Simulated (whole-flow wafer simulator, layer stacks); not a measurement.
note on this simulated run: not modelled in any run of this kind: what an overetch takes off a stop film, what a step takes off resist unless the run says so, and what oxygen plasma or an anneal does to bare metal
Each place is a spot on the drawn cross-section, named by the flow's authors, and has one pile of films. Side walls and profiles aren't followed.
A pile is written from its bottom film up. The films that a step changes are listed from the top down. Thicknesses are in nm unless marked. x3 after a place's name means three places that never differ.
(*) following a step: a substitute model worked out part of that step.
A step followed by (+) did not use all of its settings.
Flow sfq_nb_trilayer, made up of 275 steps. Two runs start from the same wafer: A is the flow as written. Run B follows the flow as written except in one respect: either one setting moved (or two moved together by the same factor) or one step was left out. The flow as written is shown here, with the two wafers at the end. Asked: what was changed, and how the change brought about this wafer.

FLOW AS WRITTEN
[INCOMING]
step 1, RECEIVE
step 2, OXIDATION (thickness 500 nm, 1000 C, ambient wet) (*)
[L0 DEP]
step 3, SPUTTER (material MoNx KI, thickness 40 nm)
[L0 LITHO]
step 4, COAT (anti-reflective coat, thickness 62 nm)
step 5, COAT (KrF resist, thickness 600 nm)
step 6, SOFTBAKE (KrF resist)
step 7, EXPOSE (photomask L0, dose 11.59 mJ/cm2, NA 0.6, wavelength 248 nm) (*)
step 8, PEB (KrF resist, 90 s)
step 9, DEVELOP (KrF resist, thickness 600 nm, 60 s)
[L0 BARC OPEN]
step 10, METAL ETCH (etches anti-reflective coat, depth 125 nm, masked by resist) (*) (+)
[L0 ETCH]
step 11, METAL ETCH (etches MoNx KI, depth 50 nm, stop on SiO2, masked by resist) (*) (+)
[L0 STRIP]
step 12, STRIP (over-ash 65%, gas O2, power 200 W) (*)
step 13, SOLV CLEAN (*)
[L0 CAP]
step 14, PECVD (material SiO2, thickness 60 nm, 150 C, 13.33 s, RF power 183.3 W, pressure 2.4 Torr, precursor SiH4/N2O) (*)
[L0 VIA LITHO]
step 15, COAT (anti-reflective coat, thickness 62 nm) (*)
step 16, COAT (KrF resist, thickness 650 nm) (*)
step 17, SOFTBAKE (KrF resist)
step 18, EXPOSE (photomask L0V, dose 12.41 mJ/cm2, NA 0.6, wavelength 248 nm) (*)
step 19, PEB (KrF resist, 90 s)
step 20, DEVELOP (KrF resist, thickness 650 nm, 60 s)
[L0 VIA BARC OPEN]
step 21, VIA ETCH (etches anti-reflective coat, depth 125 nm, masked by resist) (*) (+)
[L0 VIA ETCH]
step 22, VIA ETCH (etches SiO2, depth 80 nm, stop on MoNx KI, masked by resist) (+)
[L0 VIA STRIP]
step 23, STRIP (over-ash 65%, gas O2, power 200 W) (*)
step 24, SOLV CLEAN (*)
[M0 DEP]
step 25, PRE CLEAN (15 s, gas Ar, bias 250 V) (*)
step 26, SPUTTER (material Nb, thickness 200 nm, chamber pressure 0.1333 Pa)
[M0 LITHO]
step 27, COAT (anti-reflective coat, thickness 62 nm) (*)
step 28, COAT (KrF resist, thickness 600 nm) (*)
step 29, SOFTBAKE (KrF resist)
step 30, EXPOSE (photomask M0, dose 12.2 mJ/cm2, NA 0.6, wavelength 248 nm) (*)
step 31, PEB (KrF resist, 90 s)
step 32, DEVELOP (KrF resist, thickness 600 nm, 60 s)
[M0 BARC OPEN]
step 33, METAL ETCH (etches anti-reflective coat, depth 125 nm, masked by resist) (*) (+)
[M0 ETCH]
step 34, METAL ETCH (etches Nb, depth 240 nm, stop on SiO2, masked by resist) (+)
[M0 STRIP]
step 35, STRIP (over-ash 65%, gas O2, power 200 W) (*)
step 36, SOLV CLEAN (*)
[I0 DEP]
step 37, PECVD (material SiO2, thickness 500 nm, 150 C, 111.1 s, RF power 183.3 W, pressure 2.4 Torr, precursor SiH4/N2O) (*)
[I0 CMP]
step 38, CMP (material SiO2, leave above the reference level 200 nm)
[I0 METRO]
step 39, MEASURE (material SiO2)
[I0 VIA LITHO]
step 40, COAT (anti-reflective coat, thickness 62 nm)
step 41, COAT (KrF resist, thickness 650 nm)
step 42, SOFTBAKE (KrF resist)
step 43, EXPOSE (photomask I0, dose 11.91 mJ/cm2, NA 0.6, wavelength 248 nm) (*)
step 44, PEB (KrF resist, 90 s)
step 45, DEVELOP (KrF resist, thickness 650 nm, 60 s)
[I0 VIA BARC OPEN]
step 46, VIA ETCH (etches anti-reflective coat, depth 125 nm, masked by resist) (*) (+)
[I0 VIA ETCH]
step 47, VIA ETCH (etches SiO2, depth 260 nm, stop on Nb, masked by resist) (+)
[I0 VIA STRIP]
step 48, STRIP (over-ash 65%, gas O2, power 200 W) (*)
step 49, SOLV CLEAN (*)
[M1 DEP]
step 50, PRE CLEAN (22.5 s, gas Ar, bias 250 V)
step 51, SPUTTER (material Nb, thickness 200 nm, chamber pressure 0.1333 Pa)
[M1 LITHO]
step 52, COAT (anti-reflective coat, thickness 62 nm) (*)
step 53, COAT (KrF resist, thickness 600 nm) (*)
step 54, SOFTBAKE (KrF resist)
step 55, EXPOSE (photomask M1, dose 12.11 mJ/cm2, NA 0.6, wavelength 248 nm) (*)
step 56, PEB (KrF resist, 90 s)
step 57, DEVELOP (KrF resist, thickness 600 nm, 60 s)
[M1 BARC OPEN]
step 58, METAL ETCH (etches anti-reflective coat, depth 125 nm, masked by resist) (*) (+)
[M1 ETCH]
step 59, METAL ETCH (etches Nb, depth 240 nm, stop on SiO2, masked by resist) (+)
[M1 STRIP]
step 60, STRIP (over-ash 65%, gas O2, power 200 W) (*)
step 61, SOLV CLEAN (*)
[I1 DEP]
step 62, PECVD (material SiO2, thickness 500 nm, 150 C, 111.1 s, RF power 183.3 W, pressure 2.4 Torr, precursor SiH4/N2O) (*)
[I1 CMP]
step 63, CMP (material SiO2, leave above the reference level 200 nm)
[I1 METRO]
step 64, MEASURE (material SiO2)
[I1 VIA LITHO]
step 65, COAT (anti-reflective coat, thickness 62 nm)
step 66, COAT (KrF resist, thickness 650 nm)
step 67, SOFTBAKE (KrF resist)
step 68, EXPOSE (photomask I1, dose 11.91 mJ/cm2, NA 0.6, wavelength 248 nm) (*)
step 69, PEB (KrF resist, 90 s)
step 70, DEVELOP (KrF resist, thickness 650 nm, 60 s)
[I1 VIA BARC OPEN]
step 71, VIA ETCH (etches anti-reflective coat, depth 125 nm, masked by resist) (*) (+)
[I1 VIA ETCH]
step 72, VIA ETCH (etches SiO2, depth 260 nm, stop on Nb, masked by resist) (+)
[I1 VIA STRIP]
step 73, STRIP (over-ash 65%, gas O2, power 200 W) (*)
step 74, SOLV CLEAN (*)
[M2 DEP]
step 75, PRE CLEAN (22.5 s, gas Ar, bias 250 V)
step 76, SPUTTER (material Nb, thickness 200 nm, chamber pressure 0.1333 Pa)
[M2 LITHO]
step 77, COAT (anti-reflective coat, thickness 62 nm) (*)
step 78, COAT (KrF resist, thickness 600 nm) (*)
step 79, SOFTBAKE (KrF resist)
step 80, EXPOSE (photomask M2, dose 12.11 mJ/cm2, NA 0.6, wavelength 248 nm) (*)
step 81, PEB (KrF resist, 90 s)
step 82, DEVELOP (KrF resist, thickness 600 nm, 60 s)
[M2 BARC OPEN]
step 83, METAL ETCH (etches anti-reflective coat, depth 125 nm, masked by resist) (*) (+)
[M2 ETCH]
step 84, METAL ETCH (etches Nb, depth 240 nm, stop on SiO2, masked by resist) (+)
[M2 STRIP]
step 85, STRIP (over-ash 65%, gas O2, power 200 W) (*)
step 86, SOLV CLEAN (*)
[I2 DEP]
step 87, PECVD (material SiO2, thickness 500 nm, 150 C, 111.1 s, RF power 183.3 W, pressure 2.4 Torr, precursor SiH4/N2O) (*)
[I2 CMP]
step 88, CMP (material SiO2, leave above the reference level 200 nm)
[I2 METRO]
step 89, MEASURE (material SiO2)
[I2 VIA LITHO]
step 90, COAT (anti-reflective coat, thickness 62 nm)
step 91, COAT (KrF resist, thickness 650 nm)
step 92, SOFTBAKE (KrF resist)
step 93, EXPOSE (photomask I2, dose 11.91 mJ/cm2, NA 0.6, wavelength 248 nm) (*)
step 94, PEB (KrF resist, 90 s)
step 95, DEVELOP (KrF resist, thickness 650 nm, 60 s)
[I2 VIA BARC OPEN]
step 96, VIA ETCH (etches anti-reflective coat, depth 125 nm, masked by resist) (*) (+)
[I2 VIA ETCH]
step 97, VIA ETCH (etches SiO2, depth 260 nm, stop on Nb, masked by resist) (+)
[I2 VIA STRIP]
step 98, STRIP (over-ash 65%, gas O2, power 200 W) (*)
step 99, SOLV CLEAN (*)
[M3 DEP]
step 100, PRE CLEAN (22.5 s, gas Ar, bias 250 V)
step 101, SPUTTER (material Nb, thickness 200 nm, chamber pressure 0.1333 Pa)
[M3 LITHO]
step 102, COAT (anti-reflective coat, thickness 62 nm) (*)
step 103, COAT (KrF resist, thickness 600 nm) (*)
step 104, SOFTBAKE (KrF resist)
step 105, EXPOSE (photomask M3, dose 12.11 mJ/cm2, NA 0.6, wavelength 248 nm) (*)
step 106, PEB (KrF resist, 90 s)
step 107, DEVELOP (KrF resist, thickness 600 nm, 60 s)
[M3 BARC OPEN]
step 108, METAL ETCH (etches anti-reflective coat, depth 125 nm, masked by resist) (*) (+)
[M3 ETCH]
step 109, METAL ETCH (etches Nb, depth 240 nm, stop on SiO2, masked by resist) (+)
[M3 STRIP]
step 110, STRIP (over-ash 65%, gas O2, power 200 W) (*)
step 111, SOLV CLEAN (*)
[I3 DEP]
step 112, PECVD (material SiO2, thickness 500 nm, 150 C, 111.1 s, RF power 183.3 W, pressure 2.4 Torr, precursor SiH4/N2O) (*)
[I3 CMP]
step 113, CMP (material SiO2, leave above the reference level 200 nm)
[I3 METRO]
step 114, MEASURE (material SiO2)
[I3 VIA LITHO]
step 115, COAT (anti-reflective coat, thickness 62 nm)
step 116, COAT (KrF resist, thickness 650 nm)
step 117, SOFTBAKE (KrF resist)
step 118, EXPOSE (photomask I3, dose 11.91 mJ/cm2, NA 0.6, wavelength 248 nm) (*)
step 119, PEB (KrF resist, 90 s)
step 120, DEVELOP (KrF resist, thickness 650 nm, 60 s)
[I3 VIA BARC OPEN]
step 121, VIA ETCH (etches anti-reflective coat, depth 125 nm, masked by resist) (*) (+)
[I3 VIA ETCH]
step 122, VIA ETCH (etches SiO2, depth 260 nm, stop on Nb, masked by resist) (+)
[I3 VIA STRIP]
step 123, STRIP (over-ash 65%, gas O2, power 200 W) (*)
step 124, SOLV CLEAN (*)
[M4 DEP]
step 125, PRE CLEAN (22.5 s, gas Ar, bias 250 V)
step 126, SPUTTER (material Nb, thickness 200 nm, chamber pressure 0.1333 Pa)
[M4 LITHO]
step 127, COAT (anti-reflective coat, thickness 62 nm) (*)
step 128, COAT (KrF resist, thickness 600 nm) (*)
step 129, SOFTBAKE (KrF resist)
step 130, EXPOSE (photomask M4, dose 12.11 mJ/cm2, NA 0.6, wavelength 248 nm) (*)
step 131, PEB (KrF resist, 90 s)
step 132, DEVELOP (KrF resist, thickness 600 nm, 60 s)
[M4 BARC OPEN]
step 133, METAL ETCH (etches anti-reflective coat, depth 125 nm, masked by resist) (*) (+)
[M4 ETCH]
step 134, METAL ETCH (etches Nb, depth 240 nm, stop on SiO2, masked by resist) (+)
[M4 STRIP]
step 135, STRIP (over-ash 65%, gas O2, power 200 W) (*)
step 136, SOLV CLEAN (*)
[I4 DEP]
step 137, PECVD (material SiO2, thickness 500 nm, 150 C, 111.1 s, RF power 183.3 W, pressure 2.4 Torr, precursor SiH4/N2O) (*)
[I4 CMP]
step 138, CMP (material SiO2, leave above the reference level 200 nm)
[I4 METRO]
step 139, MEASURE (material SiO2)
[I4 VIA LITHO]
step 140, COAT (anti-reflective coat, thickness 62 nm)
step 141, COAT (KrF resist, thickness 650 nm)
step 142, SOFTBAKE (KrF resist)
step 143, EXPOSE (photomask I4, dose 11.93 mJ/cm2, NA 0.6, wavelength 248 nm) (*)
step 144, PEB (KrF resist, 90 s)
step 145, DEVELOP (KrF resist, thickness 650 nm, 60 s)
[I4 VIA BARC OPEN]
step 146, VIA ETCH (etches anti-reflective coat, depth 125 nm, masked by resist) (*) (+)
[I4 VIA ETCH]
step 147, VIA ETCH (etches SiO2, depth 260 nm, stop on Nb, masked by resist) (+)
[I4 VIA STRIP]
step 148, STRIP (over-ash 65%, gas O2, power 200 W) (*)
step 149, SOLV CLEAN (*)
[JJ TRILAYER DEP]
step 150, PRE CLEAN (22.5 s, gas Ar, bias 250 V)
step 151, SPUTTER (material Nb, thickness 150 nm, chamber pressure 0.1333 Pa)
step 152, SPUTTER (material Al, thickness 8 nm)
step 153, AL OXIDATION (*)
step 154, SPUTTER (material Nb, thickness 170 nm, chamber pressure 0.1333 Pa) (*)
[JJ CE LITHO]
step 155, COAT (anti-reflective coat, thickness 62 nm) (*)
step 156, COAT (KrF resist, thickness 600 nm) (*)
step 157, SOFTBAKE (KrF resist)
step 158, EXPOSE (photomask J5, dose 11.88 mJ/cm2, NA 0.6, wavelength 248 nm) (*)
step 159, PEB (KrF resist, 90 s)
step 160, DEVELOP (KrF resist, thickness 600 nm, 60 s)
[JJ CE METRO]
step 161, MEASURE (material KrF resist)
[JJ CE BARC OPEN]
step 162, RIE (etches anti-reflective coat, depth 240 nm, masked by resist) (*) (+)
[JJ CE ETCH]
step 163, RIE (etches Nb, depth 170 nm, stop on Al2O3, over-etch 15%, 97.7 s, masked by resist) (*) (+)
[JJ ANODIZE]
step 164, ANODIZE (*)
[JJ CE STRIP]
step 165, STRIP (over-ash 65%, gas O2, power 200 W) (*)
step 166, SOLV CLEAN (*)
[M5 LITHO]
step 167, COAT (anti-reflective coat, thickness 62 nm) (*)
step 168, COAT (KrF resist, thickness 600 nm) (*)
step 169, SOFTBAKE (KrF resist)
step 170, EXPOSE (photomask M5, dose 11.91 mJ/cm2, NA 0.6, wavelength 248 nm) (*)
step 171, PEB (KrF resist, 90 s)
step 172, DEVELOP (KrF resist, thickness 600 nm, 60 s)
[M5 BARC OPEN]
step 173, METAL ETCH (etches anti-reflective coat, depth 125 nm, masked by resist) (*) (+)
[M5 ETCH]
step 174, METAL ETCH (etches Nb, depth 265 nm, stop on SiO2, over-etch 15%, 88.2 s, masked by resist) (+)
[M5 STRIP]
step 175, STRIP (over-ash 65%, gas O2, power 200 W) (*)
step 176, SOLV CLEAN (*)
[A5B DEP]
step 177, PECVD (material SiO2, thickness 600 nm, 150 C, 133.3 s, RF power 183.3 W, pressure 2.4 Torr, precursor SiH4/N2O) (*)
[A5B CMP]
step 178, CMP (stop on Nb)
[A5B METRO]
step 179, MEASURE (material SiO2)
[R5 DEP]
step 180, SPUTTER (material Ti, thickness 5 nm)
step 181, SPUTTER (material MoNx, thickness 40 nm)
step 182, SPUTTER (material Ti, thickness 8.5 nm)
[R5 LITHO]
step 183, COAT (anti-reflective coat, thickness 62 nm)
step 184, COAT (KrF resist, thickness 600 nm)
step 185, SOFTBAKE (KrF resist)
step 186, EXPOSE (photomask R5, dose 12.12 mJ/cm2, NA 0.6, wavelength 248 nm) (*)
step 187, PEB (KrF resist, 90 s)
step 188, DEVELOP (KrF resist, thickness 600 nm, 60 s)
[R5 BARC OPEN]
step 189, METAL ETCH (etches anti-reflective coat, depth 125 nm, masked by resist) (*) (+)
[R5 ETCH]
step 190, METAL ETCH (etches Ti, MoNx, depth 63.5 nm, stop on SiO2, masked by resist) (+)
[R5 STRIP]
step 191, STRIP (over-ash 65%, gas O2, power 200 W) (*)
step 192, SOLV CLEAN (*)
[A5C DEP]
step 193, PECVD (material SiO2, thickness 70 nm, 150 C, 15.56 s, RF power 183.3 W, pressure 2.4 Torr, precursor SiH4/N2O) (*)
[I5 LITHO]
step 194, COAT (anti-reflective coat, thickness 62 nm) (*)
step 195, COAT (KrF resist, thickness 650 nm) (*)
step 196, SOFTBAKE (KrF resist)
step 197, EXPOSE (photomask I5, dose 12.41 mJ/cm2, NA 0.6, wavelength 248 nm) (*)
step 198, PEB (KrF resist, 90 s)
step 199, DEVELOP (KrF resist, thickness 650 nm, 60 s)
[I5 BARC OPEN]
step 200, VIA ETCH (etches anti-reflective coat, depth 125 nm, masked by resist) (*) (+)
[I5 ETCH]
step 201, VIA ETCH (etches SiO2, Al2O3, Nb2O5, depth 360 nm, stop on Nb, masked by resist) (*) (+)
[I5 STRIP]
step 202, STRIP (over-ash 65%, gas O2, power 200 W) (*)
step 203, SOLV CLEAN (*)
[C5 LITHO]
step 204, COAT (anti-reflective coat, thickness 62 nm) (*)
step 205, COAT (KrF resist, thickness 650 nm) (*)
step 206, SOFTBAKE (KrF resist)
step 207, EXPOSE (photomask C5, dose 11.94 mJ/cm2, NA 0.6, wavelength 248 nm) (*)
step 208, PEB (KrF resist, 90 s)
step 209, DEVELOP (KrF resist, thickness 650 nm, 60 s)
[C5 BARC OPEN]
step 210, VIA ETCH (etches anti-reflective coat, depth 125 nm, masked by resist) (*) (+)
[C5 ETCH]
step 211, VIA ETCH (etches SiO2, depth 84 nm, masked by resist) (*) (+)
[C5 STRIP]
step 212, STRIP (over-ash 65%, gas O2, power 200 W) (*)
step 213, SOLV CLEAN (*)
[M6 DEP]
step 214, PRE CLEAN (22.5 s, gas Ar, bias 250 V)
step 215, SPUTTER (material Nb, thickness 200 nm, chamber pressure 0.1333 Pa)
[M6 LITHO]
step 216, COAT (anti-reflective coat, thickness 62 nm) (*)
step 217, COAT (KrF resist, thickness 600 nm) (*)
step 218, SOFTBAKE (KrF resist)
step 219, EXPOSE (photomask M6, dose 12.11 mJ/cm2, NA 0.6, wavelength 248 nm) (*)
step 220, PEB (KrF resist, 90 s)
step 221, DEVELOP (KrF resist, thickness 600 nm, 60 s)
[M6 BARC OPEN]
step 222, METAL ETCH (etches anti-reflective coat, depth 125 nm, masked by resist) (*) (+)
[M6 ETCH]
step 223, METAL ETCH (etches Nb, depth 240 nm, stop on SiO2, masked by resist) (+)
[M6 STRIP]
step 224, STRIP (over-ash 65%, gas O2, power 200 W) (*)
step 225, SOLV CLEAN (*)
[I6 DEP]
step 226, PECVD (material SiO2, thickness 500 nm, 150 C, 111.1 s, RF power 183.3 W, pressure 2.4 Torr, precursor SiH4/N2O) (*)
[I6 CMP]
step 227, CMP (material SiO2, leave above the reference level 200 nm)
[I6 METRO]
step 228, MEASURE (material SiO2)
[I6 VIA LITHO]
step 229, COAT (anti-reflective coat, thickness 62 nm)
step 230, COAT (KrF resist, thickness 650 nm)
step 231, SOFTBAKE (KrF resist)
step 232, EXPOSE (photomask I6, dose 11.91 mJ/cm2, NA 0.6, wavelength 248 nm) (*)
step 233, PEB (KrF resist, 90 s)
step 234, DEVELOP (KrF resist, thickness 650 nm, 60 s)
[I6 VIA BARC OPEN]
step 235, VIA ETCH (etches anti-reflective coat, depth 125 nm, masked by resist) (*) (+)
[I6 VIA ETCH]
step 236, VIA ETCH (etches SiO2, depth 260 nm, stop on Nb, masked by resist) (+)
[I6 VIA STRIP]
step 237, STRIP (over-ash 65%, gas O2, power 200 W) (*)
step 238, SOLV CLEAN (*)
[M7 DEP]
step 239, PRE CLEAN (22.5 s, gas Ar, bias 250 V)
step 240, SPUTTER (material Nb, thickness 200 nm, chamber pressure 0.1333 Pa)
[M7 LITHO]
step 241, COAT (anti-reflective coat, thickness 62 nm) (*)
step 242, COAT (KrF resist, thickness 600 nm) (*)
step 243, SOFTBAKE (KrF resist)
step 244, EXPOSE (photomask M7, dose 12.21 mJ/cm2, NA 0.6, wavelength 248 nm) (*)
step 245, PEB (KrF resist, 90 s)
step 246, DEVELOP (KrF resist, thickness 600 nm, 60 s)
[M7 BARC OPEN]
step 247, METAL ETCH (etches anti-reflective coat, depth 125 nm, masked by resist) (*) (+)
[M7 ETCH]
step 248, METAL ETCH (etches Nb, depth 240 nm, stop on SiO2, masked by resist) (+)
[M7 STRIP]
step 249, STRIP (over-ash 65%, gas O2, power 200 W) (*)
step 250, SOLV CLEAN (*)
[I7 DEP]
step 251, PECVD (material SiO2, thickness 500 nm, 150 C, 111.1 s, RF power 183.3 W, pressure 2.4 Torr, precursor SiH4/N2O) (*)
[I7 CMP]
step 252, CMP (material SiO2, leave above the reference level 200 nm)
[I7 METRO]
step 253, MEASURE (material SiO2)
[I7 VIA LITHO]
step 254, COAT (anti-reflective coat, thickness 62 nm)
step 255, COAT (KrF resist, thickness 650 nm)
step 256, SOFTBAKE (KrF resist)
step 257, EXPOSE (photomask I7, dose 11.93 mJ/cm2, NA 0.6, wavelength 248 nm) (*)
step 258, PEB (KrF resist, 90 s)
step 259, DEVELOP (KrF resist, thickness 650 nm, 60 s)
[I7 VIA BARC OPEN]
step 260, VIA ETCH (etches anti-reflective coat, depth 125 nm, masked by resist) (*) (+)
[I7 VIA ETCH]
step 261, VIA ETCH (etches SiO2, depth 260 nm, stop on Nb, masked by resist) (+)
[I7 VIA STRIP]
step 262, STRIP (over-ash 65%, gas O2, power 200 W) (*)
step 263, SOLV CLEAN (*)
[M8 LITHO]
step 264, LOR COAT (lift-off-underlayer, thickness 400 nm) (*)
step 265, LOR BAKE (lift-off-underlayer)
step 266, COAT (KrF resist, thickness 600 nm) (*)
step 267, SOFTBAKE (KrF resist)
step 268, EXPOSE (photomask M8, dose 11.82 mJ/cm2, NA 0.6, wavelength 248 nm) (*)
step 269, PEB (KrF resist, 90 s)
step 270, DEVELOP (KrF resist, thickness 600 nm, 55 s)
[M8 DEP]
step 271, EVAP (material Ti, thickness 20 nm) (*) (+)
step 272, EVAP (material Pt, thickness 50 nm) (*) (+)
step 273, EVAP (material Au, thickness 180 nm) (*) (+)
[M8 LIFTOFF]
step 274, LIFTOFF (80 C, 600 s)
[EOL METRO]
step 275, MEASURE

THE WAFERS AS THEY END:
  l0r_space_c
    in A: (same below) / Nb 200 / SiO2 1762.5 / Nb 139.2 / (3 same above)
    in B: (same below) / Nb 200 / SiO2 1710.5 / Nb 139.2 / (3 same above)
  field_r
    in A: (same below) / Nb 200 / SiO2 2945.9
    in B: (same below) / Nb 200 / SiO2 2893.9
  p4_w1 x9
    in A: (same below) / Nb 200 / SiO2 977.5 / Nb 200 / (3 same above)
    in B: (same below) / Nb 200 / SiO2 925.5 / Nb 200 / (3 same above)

The reason: step 88, CMP: leave above the reference level 148 nm was run, though the flow has leave above the reference level 200 nm.

Step by step, how the change led to this:
  step 88, CMP (material SiO2, leave above the reference level 200 nm)
      field_l, be, be_sur and 81 more: A -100 SiO2 | B -152 SiO2
      v_sur, via_wl, via_w and 18 more: A -300 SiO2 | B -352 SiO2
      (as well as at 1 more place)
  step 97, VIA ETCH (etches SiO2, depth 260 nm, stop on Nb, masked by resist) (+)
      field_l, v_sur, via_wl and 102 more: A -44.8 KrF resist | B -38.2 KrF resist
      via_w: A -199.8 SiO2 (all of it) | B -147.8 SiO2 (all of it)
  step 101, SPUTTER (material Nb, thickness 200 nm, chamber pressure 0.1333 Pa)
      via_w: A +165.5 Nb | B +176.9 Nb
  step 102, COAT (anti-reflective coat, thickness 62 nm) (*)
      via_wl: A +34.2 anti-reflective coat (new film) | B +35.6 anti-reflective coat (new film)
      via_w: A +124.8 anti-reflective coat (new film) | B +112.2 anti-reflective coat (new film)
  step 103, COAT (KrF resist, thickness 600 nm) (*)
      via_w: A +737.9 KrF resist (new film) | B +695.2 KrF resist (new film)
  step 110, STRIP (over-ash 65%, gas O2, power 200 W) (*)
      via_wl: A -384.2 KrF resist (all of it), -34.2 anti-reflective coat (all of it) | B -389.1 KrF resist (all of it), -35.6 anti-reflective coat (all of it)
      via_w: A -520 KrF resist (all of it), -124.8 anti-reflective coat (all of it) | B -477.4 KrF resist (all of it), -112.2 anti-reflective coat (all of it)
  step 112, PECVD (material SiO2, thickness 500 nm, 150 C, 111.1 s, RF power 183.3 W, pressure 2.4 Torr, precursor SiH4/N2O) (*)
      via_w: A +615 SiO2 (new film) | B +527.1 SiO2 (new film)
  step 113, CMP (material SiO2, leave above the reference level 200 nm)
      via_w: A -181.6 SiO2 | B -157.1 SiO2
